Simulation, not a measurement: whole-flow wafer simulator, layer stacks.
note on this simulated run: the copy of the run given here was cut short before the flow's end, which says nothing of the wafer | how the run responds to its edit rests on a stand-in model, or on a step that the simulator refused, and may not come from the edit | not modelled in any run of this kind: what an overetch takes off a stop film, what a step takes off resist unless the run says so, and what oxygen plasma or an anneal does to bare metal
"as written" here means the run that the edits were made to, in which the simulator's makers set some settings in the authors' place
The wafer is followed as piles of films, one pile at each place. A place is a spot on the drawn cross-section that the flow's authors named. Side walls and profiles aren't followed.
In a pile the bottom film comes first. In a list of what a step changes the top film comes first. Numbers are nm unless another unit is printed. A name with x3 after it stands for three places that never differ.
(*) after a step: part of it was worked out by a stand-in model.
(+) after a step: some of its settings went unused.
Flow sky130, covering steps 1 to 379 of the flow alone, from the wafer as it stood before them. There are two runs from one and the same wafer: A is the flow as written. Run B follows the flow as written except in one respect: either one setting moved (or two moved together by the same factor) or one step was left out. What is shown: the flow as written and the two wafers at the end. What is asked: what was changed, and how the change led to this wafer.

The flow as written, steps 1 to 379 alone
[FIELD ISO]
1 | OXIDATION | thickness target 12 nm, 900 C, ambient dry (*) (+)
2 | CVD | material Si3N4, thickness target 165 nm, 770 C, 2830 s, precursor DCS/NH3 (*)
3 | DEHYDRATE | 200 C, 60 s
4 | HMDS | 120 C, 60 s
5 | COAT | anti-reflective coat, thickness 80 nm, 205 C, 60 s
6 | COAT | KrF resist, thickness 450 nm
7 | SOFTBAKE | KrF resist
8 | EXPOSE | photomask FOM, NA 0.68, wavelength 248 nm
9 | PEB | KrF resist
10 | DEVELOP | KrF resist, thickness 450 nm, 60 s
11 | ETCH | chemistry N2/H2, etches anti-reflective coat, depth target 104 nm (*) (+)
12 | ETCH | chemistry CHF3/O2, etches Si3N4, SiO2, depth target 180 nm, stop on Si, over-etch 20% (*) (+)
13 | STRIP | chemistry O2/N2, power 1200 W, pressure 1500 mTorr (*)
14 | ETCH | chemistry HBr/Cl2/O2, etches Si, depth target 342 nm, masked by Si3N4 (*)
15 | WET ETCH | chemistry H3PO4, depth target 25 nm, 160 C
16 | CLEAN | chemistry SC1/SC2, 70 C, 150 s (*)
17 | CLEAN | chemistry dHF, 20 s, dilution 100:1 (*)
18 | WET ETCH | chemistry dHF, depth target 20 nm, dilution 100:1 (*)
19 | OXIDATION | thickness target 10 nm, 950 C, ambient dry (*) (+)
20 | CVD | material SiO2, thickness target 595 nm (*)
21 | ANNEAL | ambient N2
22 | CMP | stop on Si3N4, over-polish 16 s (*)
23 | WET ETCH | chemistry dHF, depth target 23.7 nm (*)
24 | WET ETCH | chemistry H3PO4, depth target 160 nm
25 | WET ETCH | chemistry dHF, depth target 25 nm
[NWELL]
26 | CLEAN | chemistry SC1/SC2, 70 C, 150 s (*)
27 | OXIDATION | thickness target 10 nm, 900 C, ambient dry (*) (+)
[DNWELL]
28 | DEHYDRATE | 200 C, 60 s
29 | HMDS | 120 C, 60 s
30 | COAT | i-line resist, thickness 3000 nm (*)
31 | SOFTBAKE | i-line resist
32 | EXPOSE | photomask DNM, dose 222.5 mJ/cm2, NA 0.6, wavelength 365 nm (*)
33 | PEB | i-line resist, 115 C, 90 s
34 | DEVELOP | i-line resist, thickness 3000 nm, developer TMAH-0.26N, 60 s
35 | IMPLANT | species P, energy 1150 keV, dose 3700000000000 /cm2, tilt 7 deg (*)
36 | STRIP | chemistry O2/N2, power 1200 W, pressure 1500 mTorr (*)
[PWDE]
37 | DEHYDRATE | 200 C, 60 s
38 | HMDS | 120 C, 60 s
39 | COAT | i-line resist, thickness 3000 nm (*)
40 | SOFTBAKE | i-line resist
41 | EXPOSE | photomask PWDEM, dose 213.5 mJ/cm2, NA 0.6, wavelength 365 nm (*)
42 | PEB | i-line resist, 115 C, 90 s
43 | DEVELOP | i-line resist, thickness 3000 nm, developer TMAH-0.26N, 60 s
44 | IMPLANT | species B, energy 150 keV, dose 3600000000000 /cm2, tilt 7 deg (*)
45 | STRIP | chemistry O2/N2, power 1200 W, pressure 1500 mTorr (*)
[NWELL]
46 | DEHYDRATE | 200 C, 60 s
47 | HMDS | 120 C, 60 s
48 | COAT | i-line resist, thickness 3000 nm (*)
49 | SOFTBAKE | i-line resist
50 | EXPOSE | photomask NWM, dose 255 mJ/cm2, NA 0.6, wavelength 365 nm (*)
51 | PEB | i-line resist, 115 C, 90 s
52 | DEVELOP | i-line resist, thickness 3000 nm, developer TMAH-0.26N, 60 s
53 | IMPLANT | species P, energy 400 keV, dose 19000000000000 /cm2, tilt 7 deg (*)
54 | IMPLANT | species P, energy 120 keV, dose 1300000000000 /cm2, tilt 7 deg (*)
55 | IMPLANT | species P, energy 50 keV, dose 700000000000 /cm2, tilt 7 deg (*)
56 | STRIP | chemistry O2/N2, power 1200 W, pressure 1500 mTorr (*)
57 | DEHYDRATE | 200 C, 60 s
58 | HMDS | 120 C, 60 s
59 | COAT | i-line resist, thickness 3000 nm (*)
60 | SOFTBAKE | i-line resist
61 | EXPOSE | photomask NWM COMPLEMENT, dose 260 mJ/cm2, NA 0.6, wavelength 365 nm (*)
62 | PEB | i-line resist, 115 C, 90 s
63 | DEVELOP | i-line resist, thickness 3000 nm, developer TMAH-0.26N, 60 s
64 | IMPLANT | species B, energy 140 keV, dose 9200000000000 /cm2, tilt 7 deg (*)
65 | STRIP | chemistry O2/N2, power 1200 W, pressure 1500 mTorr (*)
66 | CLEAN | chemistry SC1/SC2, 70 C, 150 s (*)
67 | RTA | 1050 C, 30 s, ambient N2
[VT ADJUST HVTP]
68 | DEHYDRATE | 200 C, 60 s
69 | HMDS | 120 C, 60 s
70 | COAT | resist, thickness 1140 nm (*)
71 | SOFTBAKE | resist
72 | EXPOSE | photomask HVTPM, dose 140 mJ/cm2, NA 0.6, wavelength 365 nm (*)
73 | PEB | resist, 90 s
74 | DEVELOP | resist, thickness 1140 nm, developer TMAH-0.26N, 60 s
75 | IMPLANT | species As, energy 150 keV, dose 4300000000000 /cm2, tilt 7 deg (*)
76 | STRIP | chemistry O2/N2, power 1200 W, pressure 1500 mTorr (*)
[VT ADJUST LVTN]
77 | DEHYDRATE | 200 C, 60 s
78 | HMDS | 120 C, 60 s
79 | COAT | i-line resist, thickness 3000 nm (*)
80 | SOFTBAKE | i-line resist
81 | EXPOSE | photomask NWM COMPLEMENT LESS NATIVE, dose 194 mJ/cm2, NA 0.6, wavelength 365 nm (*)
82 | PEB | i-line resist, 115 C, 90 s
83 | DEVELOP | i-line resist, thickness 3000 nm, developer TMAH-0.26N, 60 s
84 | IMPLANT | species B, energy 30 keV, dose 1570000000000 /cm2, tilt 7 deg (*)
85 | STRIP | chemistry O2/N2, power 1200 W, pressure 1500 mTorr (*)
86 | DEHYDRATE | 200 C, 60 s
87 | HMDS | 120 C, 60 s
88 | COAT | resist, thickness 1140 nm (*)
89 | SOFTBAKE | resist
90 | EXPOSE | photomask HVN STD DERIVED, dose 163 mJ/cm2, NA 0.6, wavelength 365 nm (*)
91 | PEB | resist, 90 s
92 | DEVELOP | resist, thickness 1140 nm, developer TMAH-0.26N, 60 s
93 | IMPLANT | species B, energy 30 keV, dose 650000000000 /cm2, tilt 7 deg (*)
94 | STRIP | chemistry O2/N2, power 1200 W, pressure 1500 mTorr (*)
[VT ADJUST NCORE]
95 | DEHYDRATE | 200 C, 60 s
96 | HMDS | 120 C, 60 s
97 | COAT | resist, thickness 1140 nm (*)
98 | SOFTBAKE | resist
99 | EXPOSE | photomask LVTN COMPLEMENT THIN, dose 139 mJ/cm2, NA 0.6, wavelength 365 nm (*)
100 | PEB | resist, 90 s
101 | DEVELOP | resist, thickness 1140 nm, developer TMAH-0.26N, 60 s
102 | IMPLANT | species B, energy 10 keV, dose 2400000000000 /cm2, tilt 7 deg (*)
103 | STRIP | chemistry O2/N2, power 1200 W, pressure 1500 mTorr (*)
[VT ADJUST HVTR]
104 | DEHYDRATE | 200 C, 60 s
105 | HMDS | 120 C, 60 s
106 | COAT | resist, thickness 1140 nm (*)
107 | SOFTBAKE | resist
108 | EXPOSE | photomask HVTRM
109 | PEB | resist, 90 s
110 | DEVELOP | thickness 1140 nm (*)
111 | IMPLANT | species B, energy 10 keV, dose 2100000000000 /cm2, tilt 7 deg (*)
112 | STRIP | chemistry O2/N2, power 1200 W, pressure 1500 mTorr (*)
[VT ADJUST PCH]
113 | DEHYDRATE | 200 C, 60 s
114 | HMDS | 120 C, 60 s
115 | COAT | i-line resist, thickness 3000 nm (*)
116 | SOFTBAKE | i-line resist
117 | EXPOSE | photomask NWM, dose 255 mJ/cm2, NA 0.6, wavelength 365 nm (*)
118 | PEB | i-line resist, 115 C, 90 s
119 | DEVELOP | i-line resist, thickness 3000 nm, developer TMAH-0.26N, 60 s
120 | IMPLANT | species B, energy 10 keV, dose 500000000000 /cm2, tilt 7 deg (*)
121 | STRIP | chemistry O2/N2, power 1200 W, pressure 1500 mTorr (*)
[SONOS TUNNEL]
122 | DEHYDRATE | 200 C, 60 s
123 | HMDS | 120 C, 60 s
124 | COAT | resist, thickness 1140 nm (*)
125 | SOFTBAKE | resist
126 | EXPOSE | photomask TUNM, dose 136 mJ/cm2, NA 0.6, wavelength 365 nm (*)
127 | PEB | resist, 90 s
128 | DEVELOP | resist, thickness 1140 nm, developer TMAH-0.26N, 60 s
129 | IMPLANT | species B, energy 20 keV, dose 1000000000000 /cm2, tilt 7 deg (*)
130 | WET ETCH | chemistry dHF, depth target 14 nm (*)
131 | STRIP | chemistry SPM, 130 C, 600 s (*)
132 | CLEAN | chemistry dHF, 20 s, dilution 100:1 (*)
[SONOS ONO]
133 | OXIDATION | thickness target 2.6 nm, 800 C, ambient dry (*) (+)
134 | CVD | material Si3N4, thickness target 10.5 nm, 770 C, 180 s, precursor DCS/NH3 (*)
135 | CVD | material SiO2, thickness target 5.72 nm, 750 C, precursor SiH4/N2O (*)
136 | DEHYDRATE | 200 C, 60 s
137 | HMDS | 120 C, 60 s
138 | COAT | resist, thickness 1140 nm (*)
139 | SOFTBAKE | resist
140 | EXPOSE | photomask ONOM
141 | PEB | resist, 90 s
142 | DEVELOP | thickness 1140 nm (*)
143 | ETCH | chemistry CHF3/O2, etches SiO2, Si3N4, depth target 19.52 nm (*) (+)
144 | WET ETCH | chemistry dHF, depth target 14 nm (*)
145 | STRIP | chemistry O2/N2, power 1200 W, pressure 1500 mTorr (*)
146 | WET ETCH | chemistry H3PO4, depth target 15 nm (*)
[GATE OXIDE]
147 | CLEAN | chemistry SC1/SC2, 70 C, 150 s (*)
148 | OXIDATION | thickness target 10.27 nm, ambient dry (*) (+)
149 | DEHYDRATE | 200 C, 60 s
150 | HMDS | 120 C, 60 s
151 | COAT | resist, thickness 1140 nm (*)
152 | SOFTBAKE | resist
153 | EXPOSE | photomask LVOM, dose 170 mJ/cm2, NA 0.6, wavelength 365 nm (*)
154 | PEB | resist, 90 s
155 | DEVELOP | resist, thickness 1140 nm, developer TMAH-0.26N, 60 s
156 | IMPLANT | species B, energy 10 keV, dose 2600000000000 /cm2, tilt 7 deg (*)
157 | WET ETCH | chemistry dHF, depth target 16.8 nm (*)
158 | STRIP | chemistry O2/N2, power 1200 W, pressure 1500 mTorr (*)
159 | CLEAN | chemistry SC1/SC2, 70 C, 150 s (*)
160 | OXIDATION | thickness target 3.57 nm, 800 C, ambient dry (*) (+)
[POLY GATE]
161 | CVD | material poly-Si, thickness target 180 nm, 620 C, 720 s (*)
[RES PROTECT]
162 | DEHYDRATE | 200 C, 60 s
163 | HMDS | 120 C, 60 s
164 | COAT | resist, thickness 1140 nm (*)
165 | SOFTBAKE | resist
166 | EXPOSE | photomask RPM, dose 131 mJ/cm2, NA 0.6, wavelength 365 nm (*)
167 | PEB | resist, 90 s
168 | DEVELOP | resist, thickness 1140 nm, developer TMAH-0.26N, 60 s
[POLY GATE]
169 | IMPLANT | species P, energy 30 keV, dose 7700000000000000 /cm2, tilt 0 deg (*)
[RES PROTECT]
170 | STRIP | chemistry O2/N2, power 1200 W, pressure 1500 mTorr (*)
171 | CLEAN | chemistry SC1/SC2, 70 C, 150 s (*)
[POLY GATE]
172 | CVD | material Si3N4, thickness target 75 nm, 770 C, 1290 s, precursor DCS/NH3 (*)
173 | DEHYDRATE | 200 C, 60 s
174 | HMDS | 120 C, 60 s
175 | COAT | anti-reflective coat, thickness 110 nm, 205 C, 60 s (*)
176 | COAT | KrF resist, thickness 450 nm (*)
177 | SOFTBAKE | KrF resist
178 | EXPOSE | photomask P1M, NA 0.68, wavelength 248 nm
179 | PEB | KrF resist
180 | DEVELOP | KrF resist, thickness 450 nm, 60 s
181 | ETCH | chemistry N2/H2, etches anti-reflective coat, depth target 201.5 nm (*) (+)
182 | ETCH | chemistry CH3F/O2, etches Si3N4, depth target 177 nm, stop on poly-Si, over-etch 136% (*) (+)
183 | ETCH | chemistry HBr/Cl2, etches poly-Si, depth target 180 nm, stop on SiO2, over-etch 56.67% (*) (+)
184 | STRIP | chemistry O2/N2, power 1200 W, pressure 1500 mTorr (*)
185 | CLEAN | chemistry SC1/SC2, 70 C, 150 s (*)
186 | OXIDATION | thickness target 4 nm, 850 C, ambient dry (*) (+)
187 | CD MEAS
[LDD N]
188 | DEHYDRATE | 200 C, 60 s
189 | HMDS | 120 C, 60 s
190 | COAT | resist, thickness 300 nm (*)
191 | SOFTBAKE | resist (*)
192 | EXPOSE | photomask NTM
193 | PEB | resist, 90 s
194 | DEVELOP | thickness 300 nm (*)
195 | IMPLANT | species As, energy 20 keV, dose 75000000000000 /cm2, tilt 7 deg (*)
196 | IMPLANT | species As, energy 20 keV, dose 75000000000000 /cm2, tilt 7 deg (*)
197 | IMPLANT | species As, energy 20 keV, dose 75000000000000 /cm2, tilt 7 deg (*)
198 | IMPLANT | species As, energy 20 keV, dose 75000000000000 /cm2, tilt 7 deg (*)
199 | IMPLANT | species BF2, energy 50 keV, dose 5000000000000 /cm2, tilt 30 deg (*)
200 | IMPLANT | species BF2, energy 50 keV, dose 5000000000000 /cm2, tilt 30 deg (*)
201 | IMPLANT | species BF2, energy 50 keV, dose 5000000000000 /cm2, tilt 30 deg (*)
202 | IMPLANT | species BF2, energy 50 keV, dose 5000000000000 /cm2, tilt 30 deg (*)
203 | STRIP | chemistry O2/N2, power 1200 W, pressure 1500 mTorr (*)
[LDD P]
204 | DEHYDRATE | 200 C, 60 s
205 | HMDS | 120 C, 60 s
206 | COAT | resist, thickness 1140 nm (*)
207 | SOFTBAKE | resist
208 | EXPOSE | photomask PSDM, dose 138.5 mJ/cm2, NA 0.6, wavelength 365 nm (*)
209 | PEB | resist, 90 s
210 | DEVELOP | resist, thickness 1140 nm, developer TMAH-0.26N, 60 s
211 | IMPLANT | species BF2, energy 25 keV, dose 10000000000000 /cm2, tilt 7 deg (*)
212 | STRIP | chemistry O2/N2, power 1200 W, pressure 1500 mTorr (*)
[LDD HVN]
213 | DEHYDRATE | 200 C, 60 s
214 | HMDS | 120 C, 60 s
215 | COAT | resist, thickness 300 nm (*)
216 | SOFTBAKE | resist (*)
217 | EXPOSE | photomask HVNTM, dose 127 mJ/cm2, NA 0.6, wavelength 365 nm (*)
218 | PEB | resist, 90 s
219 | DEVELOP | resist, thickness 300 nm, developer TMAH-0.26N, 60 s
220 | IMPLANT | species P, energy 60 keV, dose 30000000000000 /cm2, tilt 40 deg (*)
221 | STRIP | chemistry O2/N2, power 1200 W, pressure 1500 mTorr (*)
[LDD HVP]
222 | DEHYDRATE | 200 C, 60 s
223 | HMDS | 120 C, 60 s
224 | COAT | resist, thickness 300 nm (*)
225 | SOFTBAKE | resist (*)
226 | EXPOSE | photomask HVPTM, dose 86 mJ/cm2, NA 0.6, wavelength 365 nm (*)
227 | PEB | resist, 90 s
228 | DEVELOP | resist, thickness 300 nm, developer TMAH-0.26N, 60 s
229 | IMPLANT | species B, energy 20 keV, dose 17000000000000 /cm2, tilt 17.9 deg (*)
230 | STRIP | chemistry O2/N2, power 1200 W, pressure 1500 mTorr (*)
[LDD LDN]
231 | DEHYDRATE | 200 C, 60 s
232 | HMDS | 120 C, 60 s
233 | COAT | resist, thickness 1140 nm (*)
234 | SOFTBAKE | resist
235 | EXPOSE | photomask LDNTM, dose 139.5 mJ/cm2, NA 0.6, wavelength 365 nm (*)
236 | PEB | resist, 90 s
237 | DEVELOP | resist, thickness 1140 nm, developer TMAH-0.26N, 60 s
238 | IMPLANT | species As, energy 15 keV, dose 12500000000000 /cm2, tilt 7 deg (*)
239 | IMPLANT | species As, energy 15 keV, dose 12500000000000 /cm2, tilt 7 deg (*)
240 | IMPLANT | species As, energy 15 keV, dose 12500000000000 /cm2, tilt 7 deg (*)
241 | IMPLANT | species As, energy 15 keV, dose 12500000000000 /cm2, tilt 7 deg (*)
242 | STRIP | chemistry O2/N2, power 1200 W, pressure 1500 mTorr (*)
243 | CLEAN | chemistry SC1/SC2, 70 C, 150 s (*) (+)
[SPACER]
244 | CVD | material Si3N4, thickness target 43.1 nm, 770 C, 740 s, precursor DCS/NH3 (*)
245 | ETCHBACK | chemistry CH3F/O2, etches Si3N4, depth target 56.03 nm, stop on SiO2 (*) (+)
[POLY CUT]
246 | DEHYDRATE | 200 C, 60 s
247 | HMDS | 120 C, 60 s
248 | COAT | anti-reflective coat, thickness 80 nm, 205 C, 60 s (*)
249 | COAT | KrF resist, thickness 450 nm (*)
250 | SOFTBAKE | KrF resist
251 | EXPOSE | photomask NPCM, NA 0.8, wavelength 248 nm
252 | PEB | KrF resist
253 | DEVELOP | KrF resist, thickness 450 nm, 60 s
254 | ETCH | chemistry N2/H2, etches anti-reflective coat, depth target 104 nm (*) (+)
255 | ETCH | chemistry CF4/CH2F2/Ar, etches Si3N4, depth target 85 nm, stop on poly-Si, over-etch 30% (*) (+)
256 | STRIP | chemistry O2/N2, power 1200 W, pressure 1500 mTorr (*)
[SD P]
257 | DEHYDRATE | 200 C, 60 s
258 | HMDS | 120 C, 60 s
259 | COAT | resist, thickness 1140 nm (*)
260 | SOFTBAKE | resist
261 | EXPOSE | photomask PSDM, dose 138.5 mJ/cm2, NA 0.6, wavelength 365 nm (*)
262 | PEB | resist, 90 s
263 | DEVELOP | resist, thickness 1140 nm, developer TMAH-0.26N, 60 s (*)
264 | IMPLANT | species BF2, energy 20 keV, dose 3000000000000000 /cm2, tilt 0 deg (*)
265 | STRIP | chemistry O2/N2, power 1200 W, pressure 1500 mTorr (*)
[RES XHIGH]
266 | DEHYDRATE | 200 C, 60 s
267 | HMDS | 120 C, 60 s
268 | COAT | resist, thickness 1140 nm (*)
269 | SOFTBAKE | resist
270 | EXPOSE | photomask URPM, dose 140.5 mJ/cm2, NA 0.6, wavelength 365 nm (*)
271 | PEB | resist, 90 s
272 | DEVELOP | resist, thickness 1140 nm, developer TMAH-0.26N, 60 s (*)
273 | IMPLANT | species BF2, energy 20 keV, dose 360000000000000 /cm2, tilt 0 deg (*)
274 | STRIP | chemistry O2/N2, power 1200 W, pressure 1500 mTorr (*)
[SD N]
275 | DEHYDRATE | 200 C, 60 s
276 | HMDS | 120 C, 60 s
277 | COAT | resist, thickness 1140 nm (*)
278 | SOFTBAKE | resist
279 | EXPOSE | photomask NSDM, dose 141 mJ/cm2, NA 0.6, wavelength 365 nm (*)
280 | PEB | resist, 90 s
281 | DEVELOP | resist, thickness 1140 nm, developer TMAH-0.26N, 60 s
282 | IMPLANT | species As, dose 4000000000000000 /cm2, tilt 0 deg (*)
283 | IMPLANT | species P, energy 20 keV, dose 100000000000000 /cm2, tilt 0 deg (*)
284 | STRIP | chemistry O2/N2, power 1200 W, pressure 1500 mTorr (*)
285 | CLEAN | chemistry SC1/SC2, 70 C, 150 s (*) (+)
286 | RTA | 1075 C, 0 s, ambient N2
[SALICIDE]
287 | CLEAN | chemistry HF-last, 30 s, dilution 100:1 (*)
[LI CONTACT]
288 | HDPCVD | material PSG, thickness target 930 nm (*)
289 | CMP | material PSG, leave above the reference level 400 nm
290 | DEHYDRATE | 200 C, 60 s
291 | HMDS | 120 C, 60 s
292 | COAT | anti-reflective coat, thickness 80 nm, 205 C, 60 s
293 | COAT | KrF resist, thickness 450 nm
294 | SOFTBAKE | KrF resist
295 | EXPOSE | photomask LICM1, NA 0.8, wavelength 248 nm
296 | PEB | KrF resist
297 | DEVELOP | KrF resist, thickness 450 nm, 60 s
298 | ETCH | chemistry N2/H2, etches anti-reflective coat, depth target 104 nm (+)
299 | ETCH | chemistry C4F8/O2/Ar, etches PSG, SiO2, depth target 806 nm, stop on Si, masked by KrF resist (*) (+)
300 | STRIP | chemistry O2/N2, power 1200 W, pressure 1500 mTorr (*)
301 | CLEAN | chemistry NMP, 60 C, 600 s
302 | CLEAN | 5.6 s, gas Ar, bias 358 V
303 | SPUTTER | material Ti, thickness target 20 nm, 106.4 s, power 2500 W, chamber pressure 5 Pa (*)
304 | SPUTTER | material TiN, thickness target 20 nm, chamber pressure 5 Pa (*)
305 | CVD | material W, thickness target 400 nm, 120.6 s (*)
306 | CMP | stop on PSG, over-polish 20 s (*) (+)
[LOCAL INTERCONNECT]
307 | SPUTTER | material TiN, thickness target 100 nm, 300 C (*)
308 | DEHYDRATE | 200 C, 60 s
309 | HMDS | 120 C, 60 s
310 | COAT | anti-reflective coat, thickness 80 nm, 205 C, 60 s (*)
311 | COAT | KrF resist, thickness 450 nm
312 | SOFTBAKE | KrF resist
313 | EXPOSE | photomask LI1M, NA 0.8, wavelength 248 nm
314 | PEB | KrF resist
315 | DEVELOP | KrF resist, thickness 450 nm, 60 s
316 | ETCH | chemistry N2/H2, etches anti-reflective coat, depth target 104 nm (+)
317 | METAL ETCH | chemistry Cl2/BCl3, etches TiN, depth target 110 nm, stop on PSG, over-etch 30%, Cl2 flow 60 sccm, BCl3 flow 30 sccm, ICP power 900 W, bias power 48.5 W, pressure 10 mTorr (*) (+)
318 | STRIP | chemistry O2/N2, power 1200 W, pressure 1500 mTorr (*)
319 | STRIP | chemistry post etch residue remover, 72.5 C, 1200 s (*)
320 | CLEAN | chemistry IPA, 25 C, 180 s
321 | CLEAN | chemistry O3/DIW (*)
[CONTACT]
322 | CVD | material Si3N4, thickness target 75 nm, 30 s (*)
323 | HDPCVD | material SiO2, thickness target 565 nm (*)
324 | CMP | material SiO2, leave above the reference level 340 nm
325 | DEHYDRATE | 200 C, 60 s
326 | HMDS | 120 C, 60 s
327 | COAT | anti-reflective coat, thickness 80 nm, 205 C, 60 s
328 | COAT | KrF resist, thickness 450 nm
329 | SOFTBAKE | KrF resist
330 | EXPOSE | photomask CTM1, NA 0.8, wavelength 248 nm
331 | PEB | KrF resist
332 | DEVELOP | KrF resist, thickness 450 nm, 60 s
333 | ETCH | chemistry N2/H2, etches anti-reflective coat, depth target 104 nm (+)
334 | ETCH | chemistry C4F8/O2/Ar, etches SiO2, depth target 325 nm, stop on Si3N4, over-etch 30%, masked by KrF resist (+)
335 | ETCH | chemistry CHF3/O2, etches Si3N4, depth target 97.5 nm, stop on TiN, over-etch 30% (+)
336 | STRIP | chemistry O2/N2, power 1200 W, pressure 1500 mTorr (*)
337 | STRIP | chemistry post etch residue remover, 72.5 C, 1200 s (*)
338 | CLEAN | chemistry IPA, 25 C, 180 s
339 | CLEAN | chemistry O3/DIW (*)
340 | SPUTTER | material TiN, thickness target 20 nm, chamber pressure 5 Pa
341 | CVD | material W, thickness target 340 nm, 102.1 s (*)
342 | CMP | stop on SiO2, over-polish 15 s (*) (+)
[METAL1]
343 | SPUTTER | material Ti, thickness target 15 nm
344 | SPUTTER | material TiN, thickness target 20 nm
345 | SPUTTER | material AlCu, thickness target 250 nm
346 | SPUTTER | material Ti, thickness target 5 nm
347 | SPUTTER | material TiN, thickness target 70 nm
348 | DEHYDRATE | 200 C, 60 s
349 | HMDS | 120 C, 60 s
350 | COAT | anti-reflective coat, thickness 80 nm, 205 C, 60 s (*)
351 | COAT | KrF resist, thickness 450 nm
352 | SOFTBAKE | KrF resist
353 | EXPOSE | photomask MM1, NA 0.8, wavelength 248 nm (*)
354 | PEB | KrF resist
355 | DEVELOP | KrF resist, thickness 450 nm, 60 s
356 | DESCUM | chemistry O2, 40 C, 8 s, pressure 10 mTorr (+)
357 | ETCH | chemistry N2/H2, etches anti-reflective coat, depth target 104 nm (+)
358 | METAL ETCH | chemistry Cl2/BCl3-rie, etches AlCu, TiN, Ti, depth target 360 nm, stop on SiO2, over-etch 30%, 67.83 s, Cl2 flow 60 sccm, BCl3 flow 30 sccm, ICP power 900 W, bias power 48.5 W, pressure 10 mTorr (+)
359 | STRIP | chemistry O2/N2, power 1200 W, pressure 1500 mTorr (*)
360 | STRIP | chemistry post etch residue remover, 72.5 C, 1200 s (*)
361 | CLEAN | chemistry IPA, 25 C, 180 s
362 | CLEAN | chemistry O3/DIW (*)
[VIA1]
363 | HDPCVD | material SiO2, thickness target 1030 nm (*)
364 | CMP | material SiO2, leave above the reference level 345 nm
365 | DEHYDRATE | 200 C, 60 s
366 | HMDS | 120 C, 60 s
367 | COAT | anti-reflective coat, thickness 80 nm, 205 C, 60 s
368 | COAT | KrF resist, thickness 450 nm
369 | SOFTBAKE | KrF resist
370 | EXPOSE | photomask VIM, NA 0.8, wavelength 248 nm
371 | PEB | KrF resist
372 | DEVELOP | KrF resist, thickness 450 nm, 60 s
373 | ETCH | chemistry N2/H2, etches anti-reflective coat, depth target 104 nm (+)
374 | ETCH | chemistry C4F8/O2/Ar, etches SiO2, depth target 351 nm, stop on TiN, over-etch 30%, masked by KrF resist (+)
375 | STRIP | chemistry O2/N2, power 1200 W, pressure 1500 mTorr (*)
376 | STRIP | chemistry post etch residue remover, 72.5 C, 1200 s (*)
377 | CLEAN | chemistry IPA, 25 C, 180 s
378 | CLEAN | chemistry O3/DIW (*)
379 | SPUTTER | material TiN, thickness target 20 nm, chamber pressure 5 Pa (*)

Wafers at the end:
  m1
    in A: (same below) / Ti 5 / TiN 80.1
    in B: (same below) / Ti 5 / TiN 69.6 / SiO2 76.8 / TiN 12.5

Cause: step 374, ETCH: depth target 193 nm was run, whereas the flow has depth target 351 nm.

How this came from the change, step by step:
  374 | ETCH | chemistry C4F8/O2/Ar, etches SiO2, depth target 351 nm, stop on TiN, over-etch 30%, masked by KrF resist (+)
      m1, via1_hole: A -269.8 SiO2 (all of it) | B -193 SiO2
      field, active, n_well and 186 more: A -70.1 KrF resist | B -38.6 KrF resist
  375 | STRIP | chemistry O2/N2, power 1200 W, pressure 1500 mTorr (*)
      field, active, n_well and 186 more: A -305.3 KrF resist (all of it), -80 anti-reflective coat (all of it) | B -336.8 KrF resist (all of it), -80 anti-reflective coat (all of it)
  379 | SPUTTER | material TiN, thickness target 20 nm, chamber pressure 5 Pa (*)
      m1: A +11 TiN | B +12.5 TiN (new film)
      via1_hole: A +10.9 TiN | B +12.5 TiN (new film)
With metal films that touch counted as one body, m1 has 3 bodies (between them, from the top down: SiO2 76.8; SiO2 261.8 / Si3N4 75); the flow as written gives 2 bodies (between them, from the top down: SiO2 261.8 / Si3N4 75).
